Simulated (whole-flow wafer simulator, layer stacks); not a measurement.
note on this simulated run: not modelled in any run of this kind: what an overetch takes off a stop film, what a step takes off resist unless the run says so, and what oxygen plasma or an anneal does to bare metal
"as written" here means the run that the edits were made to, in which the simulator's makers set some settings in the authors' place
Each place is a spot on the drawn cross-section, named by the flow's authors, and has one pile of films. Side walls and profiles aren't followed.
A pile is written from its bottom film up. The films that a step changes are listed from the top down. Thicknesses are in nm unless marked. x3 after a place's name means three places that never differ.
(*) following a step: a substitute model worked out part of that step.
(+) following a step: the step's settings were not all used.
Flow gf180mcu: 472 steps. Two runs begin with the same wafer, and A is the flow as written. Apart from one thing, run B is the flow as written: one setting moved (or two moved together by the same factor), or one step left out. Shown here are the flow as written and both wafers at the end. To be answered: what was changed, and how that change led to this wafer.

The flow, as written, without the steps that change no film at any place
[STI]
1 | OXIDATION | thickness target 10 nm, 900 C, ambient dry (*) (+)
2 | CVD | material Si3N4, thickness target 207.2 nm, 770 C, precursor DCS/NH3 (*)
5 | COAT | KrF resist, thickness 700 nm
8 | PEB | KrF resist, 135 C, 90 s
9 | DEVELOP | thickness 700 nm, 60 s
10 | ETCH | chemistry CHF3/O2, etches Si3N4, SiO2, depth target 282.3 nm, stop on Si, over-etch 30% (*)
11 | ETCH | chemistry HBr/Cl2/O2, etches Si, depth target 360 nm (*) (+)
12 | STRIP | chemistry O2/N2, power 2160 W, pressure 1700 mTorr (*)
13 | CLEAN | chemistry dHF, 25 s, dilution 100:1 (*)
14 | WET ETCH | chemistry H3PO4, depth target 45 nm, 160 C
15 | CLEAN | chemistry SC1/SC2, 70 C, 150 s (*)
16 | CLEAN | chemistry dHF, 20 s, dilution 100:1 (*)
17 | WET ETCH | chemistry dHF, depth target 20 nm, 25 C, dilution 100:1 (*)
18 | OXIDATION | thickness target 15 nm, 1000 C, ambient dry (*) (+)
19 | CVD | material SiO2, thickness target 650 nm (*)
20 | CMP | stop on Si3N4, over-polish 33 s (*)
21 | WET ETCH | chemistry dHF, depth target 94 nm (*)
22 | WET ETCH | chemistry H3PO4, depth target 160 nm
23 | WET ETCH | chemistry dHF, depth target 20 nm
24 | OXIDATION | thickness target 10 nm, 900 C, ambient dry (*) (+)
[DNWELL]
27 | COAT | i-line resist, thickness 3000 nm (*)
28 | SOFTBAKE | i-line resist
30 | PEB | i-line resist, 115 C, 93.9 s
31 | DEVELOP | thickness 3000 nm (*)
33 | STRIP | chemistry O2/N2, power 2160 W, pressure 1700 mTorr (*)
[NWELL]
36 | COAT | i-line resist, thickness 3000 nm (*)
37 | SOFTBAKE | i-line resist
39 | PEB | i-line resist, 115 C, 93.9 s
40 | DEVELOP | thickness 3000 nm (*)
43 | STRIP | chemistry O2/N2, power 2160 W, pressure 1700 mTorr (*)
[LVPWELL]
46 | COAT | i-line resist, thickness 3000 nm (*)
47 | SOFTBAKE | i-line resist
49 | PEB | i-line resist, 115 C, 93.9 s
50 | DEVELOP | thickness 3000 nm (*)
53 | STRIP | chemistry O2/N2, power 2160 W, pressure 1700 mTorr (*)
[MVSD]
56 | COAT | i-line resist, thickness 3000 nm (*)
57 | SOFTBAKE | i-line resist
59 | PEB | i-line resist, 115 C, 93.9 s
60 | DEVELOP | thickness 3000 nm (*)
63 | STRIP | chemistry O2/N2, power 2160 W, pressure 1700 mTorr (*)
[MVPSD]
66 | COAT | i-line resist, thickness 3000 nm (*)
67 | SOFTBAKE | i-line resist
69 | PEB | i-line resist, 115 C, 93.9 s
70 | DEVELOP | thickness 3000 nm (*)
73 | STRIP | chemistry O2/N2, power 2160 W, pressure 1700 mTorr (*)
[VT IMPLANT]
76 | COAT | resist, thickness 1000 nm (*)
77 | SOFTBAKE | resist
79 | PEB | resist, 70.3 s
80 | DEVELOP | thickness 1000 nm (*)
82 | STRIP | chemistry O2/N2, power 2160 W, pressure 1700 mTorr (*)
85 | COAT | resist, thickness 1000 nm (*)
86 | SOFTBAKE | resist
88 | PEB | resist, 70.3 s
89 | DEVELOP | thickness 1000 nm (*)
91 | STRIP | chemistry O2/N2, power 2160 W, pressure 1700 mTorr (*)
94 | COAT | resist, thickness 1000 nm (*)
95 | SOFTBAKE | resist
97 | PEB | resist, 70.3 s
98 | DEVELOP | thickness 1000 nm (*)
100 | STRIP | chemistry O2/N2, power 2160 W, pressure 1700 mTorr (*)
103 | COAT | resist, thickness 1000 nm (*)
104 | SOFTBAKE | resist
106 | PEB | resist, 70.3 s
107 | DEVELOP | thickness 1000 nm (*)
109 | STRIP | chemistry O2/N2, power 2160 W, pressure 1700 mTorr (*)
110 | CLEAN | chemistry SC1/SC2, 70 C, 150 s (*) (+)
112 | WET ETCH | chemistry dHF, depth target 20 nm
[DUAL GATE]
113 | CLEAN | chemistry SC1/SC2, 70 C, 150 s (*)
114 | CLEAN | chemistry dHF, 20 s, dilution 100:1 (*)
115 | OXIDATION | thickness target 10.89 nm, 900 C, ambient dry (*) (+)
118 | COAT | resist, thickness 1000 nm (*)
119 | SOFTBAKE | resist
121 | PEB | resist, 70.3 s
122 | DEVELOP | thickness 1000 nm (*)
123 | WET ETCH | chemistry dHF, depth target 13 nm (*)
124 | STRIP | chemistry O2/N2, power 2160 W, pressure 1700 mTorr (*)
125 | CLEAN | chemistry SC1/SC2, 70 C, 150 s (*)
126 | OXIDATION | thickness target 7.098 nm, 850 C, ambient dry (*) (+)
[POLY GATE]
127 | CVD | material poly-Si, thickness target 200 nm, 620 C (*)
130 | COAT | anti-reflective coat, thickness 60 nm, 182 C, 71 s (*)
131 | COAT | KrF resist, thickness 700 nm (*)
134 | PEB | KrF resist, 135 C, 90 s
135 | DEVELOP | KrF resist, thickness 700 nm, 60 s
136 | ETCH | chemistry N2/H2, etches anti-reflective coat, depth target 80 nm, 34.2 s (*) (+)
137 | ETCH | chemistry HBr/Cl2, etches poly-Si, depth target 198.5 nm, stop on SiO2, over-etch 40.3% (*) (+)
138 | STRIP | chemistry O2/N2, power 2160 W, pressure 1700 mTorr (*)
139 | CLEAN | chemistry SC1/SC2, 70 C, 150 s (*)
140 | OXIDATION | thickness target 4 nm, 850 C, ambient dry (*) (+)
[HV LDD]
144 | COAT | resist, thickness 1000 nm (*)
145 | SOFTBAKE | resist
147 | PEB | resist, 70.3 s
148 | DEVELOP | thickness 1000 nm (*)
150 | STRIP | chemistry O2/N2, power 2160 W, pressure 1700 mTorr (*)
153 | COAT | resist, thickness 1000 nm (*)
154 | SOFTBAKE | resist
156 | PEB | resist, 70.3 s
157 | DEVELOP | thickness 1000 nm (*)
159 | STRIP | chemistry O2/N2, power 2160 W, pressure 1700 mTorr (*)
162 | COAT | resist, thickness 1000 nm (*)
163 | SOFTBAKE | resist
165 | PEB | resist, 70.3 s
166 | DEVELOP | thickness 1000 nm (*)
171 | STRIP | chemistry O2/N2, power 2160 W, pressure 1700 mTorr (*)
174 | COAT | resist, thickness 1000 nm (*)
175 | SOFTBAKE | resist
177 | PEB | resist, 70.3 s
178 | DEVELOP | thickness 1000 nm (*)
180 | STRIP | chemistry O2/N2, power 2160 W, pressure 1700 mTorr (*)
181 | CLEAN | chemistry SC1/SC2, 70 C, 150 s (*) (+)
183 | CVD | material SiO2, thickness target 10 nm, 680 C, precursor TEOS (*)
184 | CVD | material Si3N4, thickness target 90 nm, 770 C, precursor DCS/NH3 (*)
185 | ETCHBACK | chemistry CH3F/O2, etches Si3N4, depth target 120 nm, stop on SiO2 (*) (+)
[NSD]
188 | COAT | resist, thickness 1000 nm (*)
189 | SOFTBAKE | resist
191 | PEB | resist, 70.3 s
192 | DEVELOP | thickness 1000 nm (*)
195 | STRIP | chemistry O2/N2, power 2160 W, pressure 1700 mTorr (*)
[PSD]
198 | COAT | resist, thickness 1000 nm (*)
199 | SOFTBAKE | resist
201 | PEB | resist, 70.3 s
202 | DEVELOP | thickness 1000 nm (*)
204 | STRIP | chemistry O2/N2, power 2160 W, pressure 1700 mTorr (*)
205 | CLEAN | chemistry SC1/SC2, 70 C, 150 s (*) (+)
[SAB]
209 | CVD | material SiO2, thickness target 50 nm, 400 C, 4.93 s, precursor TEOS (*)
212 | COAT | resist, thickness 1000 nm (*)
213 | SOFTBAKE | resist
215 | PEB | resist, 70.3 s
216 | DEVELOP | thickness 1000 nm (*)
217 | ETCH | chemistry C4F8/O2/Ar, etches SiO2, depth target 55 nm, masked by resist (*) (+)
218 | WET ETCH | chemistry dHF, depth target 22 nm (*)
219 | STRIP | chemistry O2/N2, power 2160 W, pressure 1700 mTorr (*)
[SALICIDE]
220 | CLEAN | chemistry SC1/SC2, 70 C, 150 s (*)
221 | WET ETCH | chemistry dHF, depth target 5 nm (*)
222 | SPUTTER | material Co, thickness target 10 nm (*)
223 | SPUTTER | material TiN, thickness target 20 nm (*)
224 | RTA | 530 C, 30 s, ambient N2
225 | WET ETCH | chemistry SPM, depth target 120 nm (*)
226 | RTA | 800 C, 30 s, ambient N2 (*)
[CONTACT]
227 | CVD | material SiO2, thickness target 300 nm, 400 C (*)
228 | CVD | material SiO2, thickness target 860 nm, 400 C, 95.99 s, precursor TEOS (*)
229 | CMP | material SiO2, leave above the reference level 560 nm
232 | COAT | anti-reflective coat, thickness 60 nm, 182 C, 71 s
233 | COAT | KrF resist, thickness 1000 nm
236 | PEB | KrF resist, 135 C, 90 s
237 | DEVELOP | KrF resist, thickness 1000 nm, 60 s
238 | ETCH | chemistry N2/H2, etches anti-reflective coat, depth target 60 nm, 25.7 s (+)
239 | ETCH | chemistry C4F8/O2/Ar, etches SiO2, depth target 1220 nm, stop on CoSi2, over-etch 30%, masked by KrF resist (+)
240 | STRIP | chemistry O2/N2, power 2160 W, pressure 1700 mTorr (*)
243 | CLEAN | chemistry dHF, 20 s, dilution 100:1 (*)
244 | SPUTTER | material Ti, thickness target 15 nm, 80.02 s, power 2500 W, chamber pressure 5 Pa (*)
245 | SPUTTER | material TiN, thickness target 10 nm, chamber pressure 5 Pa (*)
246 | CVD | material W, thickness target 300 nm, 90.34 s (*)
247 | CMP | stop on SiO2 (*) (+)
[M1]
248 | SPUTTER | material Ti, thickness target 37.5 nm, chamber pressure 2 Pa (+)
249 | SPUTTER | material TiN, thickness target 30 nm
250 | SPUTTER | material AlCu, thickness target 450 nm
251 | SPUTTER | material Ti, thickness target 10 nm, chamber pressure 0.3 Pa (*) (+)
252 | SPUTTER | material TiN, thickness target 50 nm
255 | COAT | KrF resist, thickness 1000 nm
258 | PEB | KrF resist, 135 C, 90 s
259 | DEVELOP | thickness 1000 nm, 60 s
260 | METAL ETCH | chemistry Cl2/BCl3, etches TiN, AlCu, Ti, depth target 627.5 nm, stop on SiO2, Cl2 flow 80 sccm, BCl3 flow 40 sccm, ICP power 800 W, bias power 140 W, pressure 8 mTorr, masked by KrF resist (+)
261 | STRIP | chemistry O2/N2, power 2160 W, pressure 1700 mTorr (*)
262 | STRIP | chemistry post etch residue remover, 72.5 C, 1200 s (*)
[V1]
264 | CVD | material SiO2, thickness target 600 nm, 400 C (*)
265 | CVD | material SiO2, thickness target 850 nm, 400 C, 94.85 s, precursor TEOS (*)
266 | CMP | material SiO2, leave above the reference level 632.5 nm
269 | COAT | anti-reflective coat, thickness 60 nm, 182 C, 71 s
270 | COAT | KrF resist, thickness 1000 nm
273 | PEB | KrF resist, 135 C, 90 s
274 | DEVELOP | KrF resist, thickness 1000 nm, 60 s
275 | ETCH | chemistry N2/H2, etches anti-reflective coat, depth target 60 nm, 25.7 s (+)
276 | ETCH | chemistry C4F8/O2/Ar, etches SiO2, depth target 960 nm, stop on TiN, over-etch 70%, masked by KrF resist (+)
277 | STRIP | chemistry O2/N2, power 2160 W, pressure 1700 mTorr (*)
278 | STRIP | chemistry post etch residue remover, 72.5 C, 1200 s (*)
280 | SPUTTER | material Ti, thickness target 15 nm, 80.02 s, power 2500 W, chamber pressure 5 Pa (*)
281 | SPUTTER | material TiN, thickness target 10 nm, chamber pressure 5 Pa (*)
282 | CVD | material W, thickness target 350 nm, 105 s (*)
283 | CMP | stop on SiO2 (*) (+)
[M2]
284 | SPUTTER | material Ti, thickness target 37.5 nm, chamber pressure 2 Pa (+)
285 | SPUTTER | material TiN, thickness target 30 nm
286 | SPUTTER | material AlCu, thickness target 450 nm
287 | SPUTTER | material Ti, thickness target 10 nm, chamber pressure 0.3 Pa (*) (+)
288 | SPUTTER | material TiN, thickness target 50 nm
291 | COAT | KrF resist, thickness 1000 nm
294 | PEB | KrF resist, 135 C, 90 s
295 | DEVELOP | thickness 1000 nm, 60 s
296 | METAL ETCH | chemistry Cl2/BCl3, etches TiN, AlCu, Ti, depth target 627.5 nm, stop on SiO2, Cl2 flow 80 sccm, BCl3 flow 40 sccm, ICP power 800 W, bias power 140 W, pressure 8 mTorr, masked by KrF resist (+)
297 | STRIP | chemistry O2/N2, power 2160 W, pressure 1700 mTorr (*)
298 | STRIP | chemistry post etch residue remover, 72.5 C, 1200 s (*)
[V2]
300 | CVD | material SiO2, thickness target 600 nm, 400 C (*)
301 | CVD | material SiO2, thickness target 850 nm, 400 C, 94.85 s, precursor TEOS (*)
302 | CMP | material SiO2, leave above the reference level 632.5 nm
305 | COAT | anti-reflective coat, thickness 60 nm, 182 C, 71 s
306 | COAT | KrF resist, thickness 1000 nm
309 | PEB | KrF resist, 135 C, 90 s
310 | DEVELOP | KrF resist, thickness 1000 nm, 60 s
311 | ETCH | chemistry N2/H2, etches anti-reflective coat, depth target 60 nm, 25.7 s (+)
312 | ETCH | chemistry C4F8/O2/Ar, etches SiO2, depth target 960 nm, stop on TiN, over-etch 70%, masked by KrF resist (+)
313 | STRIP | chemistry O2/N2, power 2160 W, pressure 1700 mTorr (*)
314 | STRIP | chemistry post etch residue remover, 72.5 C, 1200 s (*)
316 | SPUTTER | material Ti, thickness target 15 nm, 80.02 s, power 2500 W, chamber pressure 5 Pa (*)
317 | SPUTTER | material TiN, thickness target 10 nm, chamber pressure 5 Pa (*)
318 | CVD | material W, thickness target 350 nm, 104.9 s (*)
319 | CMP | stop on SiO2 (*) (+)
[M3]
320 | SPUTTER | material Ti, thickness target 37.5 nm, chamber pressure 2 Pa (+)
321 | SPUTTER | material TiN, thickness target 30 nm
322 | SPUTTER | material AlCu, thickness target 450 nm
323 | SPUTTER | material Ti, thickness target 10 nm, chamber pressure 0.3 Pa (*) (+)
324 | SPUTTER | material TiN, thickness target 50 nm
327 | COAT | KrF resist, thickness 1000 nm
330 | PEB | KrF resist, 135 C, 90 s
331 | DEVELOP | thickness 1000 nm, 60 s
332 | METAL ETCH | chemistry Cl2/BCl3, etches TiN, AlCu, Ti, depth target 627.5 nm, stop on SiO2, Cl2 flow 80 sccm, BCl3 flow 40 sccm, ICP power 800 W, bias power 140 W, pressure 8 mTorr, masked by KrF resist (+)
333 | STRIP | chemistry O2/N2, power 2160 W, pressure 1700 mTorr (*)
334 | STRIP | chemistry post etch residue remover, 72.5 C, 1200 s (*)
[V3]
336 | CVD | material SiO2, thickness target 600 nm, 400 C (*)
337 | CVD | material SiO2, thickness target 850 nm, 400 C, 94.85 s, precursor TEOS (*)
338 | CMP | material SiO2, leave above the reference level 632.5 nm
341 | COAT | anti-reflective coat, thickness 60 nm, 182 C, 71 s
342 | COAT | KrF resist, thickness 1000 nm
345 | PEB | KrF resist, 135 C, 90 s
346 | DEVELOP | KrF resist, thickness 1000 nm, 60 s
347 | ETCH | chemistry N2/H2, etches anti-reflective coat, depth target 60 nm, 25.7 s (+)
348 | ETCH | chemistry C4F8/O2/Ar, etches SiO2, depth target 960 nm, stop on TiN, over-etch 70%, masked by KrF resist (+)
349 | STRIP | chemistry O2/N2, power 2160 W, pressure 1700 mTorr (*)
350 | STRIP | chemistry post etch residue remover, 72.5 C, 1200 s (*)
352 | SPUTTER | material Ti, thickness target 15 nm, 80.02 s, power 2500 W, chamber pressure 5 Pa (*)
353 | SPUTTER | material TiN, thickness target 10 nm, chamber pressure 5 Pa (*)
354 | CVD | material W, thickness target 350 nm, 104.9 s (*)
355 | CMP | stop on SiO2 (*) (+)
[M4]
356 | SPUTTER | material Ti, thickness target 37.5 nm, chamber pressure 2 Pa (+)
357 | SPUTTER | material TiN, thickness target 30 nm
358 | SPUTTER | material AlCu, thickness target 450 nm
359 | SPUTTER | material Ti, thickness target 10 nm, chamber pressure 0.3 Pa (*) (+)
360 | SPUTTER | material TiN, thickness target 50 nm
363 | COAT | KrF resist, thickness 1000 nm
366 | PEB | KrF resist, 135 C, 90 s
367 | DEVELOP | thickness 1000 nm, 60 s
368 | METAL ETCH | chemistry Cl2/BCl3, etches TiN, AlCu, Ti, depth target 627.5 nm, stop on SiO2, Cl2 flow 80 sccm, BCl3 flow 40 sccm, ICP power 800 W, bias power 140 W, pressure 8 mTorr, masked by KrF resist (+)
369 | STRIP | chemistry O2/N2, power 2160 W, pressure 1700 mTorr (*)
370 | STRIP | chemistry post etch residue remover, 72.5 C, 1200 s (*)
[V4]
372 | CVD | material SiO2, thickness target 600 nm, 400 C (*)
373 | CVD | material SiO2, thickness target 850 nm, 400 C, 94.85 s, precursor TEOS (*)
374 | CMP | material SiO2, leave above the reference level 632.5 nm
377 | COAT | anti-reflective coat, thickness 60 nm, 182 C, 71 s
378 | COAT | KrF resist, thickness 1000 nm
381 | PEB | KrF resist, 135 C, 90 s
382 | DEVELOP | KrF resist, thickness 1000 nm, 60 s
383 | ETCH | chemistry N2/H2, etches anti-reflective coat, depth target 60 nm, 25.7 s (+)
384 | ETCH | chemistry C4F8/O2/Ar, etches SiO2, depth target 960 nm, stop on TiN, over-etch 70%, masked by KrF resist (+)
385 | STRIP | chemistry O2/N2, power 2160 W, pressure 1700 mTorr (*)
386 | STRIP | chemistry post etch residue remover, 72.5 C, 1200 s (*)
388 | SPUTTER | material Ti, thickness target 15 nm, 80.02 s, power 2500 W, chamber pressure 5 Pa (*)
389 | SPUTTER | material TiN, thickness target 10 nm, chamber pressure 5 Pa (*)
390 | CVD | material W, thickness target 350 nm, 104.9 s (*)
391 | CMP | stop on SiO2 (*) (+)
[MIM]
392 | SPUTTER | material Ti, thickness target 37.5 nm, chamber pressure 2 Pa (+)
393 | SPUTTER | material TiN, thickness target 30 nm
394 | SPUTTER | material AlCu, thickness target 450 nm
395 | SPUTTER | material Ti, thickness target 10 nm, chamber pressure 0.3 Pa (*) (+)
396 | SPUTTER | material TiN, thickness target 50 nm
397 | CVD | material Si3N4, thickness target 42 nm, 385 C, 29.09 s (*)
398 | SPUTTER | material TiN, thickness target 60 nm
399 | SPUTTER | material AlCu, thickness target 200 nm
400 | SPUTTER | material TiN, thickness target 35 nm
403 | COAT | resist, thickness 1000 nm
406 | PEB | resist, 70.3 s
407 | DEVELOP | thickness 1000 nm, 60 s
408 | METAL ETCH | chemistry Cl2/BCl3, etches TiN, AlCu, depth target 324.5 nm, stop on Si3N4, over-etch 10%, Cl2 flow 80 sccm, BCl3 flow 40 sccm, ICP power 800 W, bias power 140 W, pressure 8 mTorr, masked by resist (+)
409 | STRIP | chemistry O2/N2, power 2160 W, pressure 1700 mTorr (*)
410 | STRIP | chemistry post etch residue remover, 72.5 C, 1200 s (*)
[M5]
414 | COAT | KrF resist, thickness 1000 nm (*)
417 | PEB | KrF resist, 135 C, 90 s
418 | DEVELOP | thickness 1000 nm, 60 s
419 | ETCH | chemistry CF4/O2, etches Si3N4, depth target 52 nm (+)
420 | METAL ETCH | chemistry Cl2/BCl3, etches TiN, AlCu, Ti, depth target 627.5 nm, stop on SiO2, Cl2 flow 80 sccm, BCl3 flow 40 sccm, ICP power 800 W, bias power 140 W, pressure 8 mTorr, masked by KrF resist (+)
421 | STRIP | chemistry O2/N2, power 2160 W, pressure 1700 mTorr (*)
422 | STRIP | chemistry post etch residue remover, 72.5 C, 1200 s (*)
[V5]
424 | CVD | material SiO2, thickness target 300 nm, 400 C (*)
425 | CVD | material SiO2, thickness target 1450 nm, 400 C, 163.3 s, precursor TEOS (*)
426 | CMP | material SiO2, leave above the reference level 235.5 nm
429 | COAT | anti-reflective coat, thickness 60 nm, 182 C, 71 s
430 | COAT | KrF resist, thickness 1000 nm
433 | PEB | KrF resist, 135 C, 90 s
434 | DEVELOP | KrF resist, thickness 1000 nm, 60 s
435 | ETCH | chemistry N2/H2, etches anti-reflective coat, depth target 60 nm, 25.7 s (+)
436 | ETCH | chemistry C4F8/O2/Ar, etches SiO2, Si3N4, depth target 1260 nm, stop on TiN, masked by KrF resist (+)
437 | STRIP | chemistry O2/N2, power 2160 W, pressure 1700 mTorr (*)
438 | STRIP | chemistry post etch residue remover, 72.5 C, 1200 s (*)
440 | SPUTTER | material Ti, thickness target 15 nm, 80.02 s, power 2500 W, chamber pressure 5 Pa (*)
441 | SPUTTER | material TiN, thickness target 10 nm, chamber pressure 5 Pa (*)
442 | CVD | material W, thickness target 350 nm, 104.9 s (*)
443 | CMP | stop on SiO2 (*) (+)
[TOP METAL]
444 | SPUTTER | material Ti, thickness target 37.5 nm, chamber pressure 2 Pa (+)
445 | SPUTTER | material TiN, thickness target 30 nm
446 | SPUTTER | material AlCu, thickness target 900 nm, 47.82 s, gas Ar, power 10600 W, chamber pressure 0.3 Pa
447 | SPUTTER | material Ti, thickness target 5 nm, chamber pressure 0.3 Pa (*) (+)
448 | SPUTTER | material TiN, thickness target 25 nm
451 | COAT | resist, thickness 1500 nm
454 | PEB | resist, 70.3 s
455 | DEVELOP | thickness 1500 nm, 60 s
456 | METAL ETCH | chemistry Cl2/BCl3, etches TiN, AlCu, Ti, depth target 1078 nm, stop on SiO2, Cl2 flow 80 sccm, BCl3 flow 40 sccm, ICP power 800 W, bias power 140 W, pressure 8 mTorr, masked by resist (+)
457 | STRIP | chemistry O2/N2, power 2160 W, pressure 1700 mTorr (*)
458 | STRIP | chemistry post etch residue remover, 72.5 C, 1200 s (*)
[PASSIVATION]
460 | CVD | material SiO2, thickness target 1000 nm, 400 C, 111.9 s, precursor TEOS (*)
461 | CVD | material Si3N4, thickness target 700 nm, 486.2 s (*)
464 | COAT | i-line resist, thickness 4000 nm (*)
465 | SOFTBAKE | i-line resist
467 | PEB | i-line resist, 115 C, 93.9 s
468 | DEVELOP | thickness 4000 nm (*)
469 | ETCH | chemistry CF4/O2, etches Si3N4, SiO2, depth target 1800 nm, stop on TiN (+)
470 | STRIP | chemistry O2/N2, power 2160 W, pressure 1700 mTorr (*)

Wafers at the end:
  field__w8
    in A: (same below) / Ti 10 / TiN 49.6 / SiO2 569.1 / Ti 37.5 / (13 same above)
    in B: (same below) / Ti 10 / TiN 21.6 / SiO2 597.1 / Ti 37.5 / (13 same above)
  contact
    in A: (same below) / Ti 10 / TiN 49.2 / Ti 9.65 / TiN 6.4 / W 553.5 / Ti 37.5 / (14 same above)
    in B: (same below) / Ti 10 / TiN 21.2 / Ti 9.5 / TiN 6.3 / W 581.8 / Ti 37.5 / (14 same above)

Cause: step 360, SPUTTER: thickness target 22 nm was run, though the flow has thickness target 50 nm.

Step by step, how the change led to this:
  360 | SPUTTER | material TiN, thickness target 50 nm
      field, field__w1, field__w2 and 108 more: A TiN gains 50 (new film) | B TiN gains 22 (new film)
  368 | METAL ETCH | chemistry Cl2/BCl3, etches TiN, AlCu, Ti, depth target 627.5 nm, stop on SiO2, Cl2 flow 80 sccm, BCl3 flow 40 sccm, ICP power 800 W, bias power 140 W, pressure 8 mTorr, masked by KrF resist (+)
      field, field__w1, field__w2 and 103 more: A TiN loses 50 (all of it), Ti loses 10 (all of it), AlCu loses 450 (all of it), TiN loses 30 (all of it), Ti loses 37.5 (all of it) | B TiN loses 22 (all of it), Ti loses 10 (all of it), AlCu loses 450 (all of it), TiN loses 30 (all of it), Ti loses 37.5 (all of it)
  374 | CMP | material SiO2, leave above the reference level 632.5 nm
      field__w8, contact, m1, m1__w1, m1_nw: A SiO2 loses 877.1 | B SiO2 loses 849.1
  384 | ETCH | chemistry C4F8/O2/Ar, etches SiO2, depth target 960 nm, stop on TiN, over-etch 70%, masked by KrF resist (+)
      contact: A SiO2 loses 572.5 (all of it) | B SiO2 loses 600.5 (all of it)
  390 | CVD | material W, thickness target 350 nm, 104.9 s (*)
      contact: A W gains 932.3 (new film) | B W gains 960.5 (new film)
